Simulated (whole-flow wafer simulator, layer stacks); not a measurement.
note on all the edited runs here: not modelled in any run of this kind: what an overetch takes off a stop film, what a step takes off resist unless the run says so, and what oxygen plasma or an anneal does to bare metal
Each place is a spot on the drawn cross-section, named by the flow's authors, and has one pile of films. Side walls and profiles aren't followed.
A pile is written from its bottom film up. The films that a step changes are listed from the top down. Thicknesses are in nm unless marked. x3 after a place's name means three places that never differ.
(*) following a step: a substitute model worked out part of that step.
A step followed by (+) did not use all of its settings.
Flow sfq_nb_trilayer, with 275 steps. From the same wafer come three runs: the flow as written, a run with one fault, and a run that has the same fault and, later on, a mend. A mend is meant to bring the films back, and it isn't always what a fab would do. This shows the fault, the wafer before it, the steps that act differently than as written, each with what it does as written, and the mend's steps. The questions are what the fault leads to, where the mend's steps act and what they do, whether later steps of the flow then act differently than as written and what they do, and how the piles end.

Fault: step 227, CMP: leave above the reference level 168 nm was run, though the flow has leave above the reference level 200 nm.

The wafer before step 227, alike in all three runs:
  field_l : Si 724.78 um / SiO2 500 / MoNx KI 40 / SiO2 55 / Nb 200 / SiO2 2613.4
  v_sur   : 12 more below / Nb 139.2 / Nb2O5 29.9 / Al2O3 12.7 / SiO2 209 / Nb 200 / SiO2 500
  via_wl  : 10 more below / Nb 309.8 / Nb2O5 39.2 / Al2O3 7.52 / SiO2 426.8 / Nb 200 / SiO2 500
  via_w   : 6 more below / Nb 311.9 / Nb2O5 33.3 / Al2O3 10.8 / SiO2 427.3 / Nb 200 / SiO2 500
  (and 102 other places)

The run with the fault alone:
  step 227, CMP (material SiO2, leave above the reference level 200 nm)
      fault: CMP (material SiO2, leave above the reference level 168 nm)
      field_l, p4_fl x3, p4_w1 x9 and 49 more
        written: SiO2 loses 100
        fault: SiO2 loses 132
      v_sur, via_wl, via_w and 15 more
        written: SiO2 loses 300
        fault: SiO2 loses 332
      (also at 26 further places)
  Steps later in the flow that act otherwise than as written (3 other steps are not shown; they differ only slightly, by no more than 2% or 0.5 nm, whichever is larger):
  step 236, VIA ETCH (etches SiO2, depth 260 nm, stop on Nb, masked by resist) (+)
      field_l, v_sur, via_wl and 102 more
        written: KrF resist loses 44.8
        fault: KrF resist loses 43.4
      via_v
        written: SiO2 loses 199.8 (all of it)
        fault: SiO2 loses 167.8 (all of it)
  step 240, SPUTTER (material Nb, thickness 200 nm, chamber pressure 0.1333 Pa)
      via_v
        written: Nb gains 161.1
        fault: Nb gains 168.8
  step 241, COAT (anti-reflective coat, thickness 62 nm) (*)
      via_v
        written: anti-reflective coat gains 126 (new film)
        fault: anti-reflective coat gains 117 (new film)
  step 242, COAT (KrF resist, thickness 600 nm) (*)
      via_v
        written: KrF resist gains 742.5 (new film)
        fault: KrF resist gains 716.8 (new film)
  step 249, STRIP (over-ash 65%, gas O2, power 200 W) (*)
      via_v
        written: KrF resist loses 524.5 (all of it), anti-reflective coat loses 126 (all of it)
        fault: KrF resist loses 498.8 (all of it), anti-reflective coat loses 117 (all of it)
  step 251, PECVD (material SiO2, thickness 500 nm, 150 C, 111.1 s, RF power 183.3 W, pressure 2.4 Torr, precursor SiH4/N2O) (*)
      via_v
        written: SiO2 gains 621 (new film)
        fault: SiO2 gains 555.2 (new film)
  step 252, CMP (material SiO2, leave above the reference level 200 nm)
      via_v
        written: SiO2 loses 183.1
        fault: SiO2 loses 157.1
  At v_sur, via_wl, via_w and 80 more, the piles at the end differ from the flow's by more than 2% or 0.5 nm, whichever is larger.
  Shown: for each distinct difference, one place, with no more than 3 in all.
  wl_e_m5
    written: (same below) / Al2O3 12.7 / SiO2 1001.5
    fault: (same below) / Al2O3 12.7 / SiO2 969.5
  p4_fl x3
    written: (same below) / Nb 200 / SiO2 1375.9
    fault: (same below) / Nb 200 / SiO2 1343.9
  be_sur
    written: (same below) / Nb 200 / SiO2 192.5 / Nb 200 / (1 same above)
    fault: (same below) / Nb 200 / SiO2 160.5 / Nb 200 / (1 same above)

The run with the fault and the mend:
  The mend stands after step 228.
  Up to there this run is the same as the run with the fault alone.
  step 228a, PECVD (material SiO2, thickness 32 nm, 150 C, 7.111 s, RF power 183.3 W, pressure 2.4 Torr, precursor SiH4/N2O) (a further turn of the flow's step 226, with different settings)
      field_l, v_sur, via_wl and 103 more
        SiO2 gains 32
  None of the later steps of the flow acts differently than as written at any place that is followed.
  At every place that both follow, the piles at the end match the flow's.
